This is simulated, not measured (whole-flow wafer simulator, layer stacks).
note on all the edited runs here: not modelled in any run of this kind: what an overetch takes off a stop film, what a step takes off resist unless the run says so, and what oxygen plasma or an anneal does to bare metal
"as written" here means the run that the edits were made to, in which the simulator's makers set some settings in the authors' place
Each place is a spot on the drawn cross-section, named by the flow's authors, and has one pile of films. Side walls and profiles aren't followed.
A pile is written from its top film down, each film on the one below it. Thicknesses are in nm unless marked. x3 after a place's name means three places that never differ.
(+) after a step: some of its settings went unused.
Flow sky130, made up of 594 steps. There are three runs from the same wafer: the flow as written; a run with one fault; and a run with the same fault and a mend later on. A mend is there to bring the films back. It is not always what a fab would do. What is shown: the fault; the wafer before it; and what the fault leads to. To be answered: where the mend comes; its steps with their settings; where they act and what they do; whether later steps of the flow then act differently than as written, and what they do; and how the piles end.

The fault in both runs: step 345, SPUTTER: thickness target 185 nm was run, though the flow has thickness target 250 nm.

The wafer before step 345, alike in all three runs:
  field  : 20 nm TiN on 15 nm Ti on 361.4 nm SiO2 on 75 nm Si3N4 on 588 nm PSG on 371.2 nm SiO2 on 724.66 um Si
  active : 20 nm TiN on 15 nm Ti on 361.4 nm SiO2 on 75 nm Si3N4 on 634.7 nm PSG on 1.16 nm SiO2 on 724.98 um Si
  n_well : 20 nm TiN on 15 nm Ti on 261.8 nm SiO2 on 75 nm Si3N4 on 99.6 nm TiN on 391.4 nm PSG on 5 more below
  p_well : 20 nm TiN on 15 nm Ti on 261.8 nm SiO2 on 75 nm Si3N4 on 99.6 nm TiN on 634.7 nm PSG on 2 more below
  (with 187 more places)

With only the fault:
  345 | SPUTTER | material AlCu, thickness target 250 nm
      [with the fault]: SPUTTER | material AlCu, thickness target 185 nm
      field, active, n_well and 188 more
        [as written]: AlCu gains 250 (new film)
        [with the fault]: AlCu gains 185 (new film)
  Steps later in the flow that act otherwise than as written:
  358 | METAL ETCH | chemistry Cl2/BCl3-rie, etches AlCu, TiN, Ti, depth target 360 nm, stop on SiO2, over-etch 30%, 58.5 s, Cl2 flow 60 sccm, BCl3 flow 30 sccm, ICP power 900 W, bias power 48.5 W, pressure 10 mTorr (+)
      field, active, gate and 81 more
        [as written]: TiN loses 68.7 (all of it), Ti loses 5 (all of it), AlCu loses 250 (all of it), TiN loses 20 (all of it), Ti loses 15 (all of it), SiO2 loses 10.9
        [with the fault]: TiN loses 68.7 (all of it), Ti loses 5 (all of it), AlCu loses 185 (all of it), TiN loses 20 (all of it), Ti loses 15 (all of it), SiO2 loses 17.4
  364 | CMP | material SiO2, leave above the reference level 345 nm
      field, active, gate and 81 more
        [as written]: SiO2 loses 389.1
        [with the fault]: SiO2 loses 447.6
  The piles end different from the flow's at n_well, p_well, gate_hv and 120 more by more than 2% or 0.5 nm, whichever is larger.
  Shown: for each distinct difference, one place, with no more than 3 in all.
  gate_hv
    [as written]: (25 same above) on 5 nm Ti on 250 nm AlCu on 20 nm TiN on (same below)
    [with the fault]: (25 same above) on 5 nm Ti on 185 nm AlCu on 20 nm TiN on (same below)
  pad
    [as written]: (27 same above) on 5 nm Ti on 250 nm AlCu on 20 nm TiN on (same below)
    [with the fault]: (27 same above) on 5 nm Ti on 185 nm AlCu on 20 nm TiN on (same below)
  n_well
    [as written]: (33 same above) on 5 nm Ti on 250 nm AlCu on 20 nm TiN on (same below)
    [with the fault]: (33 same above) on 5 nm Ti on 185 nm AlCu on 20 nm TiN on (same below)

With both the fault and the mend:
  The mend follows step 345.
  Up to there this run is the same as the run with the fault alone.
  345a | SPUTTER | material AlCu, thickness target 65 nm (the flow's step 345 again, with other settings)
      field, active, n_well and 188 more
        AlCu gains 65
  None of the later steps of the flow acts differently than as written at any place that is followed.
  The piles end the same as the flow's at every place that both follow.
